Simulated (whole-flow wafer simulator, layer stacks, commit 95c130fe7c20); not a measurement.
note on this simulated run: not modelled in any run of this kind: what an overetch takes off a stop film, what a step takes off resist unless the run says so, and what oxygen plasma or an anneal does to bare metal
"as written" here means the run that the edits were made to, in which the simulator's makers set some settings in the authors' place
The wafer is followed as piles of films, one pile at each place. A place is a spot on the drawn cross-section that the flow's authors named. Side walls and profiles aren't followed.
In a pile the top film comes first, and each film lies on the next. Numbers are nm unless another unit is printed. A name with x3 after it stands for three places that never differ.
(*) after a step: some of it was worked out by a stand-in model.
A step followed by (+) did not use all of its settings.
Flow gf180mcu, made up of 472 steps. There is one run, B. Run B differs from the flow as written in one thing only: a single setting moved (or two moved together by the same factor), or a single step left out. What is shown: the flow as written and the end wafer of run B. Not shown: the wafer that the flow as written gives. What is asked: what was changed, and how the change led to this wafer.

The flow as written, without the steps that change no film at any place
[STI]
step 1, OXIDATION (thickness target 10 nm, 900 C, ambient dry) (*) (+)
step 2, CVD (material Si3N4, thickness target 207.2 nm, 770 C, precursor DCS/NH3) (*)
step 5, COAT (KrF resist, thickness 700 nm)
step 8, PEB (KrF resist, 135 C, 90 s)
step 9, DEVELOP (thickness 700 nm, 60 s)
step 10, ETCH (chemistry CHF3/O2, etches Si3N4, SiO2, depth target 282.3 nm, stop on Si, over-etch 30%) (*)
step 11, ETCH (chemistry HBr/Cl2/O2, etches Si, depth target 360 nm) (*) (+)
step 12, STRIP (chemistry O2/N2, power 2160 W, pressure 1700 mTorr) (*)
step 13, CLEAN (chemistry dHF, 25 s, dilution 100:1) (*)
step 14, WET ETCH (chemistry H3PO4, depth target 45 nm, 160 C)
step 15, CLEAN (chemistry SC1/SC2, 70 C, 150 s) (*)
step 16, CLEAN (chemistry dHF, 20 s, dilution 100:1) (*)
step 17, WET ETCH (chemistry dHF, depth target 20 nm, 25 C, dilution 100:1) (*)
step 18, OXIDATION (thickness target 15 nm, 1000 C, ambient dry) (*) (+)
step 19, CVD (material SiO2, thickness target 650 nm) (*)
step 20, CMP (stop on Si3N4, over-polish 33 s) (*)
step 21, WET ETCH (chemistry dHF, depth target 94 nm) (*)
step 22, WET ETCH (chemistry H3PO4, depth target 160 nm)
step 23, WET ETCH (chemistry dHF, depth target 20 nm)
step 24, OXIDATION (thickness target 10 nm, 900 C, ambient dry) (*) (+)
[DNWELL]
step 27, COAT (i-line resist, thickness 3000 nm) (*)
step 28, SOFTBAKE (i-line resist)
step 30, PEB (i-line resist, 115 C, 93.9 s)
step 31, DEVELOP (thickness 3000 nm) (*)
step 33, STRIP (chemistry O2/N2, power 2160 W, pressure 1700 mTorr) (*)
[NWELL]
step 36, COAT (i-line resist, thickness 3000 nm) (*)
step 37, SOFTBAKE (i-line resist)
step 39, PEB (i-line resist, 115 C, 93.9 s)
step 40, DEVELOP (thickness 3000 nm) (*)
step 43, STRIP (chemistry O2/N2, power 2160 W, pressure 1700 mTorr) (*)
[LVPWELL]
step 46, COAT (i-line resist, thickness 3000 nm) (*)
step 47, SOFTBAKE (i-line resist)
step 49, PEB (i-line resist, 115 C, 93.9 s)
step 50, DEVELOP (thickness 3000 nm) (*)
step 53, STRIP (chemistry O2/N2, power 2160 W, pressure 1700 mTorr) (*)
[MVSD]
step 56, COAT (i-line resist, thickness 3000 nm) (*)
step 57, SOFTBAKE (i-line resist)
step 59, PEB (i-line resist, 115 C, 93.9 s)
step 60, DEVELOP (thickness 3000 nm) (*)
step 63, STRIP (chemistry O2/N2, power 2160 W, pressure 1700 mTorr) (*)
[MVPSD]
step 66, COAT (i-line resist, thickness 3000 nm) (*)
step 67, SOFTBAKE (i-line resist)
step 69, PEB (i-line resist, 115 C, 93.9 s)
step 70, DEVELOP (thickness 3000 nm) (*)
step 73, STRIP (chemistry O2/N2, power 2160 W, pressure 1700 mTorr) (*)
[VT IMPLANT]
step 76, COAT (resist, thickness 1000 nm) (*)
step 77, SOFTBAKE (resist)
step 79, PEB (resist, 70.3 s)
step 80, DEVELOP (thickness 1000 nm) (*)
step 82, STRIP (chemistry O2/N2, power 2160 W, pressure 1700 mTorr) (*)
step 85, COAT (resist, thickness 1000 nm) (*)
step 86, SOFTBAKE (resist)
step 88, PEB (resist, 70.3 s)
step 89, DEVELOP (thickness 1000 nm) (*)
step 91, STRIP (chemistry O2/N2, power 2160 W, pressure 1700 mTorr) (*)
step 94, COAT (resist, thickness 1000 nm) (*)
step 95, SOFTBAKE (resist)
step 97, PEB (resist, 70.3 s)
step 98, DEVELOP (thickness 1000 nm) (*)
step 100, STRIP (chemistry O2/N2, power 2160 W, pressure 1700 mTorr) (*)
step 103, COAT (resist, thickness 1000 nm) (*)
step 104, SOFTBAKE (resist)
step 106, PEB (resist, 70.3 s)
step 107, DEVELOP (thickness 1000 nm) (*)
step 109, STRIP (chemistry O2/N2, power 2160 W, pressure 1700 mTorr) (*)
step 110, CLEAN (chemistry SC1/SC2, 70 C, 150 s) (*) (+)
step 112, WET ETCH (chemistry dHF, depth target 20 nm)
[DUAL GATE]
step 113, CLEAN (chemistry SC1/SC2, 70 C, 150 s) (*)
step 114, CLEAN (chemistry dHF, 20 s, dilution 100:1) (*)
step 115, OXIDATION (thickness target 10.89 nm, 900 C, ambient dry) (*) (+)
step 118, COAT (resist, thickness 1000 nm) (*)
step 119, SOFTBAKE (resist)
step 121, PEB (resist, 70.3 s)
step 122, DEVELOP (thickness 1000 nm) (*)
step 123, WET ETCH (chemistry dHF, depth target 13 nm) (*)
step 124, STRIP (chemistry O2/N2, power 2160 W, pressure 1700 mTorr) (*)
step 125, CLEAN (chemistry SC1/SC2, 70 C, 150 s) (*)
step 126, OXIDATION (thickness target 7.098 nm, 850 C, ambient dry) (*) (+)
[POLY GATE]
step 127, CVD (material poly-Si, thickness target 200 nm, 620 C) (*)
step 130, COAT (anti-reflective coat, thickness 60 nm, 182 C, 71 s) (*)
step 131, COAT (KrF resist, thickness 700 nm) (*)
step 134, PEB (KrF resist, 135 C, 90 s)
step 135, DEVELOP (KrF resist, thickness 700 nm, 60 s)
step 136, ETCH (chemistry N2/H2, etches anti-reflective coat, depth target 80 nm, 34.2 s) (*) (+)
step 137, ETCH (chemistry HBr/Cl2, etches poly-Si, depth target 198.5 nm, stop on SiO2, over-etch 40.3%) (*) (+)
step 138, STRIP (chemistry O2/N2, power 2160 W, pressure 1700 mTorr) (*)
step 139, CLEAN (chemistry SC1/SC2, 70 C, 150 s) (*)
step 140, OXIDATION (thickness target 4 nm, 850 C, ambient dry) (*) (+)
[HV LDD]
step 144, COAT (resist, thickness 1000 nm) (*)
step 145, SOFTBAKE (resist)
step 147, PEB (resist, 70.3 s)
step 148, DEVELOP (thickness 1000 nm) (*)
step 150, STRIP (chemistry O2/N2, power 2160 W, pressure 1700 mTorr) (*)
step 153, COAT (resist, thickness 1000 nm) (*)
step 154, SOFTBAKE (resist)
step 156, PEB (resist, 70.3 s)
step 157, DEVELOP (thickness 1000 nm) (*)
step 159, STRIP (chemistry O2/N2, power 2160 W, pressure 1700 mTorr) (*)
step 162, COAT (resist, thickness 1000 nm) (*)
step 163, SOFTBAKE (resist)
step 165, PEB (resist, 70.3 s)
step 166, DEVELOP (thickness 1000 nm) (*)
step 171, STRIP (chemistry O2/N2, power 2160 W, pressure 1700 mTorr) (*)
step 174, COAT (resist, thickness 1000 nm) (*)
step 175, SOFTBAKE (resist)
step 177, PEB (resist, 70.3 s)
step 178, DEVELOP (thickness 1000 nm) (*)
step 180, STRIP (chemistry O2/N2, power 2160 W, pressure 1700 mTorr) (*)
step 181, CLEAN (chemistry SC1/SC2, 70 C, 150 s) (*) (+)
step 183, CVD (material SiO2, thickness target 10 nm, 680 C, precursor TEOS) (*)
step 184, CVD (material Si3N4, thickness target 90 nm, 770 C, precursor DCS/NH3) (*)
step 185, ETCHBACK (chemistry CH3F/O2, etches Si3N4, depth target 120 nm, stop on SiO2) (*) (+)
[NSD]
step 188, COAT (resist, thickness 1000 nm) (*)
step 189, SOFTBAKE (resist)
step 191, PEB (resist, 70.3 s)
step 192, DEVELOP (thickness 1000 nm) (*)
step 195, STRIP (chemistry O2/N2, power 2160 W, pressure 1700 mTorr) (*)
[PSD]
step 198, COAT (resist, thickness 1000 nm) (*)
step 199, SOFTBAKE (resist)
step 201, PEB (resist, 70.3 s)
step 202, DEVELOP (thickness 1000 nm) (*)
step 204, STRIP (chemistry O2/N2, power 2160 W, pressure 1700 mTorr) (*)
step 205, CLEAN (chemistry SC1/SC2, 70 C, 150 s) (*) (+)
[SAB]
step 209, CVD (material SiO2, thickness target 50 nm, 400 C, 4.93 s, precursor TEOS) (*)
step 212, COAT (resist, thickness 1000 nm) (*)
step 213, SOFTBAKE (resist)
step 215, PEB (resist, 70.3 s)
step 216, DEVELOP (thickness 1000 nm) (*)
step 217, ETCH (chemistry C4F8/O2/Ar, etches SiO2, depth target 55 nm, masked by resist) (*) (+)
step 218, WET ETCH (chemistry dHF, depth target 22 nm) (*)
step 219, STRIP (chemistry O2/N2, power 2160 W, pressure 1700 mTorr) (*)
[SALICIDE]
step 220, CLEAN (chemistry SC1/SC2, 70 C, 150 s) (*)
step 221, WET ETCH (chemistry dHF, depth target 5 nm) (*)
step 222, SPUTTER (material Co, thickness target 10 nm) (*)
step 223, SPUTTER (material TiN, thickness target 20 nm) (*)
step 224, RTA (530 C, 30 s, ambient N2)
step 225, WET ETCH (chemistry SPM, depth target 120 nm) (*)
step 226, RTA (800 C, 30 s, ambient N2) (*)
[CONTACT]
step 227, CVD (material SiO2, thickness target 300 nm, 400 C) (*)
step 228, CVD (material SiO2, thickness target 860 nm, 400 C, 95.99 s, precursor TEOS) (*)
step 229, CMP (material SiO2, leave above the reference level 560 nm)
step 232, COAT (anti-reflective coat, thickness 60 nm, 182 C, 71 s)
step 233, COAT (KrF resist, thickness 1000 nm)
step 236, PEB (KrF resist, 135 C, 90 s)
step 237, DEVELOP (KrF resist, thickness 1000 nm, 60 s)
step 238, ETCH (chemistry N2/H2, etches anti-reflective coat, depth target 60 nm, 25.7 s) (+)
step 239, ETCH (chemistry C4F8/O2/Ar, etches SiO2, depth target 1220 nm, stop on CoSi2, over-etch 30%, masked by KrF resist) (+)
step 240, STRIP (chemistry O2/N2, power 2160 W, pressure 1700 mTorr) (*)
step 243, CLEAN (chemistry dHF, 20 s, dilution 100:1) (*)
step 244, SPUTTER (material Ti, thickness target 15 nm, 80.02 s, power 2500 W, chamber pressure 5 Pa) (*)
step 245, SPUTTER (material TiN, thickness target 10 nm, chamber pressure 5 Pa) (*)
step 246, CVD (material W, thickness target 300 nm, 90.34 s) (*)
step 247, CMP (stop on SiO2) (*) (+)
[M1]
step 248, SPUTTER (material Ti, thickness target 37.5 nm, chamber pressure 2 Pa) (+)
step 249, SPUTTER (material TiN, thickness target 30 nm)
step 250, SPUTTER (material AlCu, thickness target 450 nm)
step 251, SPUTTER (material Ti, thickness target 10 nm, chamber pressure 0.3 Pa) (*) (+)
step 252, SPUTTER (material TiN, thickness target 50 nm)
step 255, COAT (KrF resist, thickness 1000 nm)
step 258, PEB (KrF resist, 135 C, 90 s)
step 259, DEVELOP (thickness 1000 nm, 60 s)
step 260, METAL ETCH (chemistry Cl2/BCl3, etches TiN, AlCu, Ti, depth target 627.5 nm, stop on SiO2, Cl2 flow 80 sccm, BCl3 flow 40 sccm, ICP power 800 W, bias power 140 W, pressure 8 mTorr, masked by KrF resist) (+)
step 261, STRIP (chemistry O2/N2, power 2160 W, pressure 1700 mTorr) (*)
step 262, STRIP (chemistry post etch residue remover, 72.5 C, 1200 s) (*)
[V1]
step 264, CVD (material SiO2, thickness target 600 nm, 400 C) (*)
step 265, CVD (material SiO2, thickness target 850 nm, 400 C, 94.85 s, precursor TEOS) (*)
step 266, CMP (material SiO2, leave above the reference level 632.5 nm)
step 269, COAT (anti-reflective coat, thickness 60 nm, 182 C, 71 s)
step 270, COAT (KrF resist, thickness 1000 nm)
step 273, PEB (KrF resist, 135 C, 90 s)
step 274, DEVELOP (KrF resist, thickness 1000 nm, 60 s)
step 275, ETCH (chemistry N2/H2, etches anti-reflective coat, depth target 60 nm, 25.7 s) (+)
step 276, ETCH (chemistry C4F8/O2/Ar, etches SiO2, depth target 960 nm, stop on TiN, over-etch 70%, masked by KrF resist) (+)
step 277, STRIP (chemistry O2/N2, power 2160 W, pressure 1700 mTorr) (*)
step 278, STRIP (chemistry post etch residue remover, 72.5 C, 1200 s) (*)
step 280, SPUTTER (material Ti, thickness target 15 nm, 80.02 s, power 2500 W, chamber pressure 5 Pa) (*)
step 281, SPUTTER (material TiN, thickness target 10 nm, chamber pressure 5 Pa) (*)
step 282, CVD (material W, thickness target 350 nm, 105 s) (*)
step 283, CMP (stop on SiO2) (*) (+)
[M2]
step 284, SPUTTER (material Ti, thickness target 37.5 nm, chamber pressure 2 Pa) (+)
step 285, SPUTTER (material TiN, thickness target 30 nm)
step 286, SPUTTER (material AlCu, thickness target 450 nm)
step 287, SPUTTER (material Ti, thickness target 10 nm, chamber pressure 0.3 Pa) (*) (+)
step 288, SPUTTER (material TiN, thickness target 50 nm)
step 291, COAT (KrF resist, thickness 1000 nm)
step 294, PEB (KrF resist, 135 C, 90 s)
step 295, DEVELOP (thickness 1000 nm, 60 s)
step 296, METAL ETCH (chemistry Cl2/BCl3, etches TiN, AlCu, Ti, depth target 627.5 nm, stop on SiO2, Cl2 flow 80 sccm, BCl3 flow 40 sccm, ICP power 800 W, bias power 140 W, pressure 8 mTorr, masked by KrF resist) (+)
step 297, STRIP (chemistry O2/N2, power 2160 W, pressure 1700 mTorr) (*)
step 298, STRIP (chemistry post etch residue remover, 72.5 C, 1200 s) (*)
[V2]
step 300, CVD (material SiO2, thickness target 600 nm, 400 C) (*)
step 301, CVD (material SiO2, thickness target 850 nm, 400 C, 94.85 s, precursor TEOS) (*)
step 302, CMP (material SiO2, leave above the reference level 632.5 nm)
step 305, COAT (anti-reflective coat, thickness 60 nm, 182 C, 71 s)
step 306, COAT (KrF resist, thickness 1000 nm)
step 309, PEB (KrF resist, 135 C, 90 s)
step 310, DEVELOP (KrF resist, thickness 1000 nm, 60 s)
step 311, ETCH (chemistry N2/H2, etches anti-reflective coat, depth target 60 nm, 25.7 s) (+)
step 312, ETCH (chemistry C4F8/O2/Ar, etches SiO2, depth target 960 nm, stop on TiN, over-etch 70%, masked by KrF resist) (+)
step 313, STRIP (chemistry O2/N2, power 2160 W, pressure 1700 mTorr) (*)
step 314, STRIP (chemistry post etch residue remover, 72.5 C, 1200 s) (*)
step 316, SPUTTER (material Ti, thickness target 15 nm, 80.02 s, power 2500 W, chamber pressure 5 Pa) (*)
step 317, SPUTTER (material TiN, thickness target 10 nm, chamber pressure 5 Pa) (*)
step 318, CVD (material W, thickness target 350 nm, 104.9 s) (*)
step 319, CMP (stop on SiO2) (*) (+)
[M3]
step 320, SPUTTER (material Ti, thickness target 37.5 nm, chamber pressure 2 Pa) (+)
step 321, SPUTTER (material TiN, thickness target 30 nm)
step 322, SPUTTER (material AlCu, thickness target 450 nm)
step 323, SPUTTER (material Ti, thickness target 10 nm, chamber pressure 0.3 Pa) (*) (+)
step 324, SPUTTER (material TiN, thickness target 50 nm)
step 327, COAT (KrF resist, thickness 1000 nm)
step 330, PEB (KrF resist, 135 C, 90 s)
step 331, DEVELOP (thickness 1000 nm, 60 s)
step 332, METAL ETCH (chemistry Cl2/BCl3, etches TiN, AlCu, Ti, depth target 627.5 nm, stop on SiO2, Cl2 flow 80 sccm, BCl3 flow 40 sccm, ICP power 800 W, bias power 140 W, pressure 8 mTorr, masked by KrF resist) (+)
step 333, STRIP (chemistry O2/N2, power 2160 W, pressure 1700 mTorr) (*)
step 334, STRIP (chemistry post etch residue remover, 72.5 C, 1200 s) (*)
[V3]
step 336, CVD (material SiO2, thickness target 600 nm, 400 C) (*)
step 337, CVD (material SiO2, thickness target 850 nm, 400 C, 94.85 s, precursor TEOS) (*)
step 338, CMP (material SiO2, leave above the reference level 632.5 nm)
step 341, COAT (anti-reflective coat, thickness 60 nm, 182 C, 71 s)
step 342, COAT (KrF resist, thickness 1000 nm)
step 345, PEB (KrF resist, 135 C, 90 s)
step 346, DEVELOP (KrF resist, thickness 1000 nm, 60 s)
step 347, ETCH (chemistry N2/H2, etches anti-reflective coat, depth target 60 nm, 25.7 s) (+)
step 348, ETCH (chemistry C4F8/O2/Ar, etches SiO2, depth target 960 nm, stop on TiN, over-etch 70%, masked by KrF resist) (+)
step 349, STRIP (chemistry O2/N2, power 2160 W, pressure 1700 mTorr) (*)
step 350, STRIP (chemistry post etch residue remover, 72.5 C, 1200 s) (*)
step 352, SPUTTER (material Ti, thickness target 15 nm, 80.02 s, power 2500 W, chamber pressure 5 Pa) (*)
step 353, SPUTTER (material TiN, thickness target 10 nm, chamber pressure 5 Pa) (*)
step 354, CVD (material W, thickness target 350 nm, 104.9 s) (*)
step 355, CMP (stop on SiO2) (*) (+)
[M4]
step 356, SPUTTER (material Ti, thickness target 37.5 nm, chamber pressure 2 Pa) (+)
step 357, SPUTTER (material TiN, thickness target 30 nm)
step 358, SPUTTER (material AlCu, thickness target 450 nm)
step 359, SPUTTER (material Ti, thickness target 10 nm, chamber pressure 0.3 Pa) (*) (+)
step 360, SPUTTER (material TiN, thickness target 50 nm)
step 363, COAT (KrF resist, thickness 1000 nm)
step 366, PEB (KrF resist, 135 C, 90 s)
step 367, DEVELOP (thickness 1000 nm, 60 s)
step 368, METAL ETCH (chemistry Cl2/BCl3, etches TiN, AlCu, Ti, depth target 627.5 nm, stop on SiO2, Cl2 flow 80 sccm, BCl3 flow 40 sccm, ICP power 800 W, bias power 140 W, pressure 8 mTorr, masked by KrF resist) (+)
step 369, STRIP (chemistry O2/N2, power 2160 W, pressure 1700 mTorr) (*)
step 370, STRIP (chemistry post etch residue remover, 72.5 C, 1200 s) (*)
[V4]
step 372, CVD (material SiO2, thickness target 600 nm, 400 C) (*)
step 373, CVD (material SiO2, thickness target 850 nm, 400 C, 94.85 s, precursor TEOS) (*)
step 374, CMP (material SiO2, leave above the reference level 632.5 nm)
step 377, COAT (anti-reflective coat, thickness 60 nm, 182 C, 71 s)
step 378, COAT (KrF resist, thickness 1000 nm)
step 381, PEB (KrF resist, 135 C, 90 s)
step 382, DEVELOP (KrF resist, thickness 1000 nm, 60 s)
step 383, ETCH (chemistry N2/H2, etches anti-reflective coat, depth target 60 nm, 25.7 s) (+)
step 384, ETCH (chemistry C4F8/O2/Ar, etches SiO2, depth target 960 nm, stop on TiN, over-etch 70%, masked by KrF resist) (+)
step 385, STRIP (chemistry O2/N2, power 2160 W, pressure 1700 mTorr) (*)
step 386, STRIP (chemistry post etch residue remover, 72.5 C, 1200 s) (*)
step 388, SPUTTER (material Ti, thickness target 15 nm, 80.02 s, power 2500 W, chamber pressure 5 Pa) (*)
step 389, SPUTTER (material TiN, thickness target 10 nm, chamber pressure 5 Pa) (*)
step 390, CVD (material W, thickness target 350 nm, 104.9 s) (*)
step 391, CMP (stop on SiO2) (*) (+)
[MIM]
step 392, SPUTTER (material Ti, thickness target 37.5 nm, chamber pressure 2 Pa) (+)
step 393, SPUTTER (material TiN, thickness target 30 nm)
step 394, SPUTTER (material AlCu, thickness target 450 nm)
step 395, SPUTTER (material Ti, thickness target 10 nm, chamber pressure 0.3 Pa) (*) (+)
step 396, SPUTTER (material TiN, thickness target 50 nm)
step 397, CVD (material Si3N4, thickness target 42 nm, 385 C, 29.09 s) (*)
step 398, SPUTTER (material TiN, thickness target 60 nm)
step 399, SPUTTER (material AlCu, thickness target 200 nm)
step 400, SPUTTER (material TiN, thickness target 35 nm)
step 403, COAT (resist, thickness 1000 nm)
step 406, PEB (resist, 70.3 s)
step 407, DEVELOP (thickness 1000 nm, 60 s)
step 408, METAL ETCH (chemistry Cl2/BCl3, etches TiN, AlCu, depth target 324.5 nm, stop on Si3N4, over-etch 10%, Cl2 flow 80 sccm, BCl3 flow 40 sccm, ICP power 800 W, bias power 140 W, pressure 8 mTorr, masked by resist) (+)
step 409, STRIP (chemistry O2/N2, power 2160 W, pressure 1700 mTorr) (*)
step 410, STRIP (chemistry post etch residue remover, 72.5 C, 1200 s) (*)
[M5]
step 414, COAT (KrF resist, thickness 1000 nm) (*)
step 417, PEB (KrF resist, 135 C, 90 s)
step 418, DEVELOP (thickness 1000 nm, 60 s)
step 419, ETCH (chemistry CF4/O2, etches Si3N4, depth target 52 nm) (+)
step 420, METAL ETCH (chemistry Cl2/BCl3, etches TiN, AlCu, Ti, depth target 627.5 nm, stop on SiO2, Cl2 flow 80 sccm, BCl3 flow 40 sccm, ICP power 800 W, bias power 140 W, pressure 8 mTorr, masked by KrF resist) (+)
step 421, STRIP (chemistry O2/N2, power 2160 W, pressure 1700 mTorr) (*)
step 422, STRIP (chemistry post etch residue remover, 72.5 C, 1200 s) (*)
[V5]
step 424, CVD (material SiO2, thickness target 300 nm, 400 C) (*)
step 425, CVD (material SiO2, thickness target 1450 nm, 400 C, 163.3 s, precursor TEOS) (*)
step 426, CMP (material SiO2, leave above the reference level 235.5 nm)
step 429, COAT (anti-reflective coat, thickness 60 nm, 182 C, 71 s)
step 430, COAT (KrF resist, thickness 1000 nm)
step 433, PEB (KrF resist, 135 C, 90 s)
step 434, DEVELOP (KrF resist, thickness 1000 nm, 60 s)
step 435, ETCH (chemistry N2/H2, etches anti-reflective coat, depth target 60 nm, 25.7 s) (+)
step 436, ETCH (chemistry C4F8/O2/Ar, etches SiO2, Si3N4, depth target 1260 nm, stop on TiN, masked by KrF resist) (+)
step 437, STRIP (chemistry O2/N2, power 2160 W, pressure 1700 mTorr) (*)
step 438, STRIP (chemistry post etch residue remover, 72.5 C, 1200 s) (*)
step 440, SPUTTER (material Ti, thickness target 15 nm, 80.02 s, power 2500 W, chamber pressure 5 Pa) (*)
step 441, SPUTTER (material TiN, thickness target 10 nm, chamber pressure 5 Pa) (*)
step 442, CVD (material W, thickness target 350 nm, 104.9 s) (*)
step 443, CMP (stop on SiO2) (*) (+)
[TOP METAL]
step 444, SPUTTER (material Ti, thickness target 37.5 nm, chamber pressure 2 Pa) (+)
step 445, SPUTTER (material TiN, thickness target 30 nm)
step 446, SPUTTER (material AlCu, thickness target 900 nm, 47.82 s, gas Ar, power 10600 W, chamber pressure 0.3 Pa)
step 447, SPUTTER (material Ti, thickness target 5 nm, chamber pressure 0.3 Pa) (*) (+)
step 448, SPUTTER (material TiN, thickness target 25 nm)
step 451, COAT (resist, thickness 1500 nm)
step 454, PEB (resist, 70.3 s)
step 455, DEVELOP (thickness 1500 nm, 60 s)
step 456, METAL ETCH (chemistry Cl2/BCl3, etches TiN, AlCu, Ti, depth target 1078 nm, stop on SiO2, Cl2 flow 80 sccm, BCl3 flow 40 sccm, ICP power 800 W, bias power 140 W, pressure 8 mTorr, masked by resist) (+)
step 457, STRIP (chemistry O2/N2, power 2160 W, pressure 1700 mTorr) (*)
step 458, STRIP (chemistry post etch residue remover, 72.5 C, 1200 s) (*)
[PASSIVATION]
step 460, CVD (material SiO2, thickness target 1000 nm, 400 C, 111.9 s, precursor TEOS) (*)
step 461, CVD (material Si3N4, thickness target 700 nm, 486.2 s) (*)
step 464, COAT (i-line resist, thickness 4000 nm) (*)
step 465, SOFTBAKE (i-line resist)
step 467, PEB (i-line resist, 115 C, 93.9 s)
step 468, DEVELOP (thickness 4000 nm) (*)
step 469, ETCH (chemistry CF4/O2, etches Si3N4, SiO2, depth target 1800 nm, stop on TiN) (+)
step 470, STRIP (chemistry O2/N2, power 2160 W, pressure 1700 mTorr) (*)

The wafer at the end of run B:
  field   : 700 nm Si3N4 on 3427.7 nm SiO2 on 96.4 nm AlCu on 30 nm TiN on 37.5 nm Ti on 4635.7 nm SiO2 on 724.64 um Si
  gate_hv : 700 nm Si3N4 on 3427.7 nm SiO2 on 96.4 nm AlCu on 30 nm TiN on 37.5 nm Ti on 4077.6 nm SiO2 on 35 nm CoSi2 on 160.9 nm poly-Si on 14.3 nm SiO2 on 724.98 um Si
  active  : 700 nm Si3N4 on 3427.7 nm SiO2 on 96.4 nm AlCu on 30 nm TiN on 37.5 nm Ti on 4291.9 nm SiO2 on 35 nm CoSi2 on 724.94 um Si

The reason: step 368, METAL ETCH: depth target 407.9 nm was run, while the flow as written has depth target 627.5 nm.

Step by step, how the change led to this:
  step 368, METAL ETCH (chemistry Cl2/BCl3, etches TiN, AlCu, Ti, depth target 627.5 nm, stop on SiO2, Cl2 flow 80 sccm, BCl3 flow 40 sccm, ICP power 800 W, bias power 140 W, pressure 8 mTorr, masked by KrF resist) (+)
      field, field__w1, field__w2 and 103 more: -50 TiN (all of it), -10 Ti (all of it), -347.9 AlCu (in the flow as written it would be: -50 TiN (all of it), -10 Ti (all of it), -450 AlCu (all of it), -30 TiN (all of it), -37.5 Ti (all of it))
      field__w8, contact, m1, m1__w1, m1_nw: -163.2 KrF resist (in the flow as written it would be: -251 KrF resist)
  step 369, STRIP (chemistry O2/N2, power 2160 W, pressure 1700 mTorr) (*)
      field__w8, contact, m1, m1__w1, m1_nw: -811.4 KrF resist (all of it) (in the flow as written it would be: -723.5 KrF resist (all of it))
  step 370, STRIP (chemistry post etch residue remover, 72.5 C, 1200 s) (*)
      field, field__w1, field__w2 and 103 more: -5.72 AlCu (in the flow as written it would be: nothing)
  step 372, CVD (material SiO2, thickness target 600 nm, 400 C) (*)
      field, field__w1, field__w2 and 103 more: +600 SiO2 (new film) (in the flow as written it would be: +600 SiO2)
  step 374, CMP (material SiO2, leave above the reference level 632.5 nm)
      field, field__w1, field__w2 and 103 more: -463.9 SiO2 (in the flow as written it would be: -300 SiO2)
If metal films that touch count as one body, field has 1 body; the flow as written gives 0 bodies.
If metal films that touch count as one body, gate_hv has 2 bodies (between them, from the top down: SiO2 4077.6); the flow as written gives 1 body.
If metal films that touch count as one body, active has 2 bodies (between them, from the top down: SiO2 4291.9); the flow as written gives 1 body.
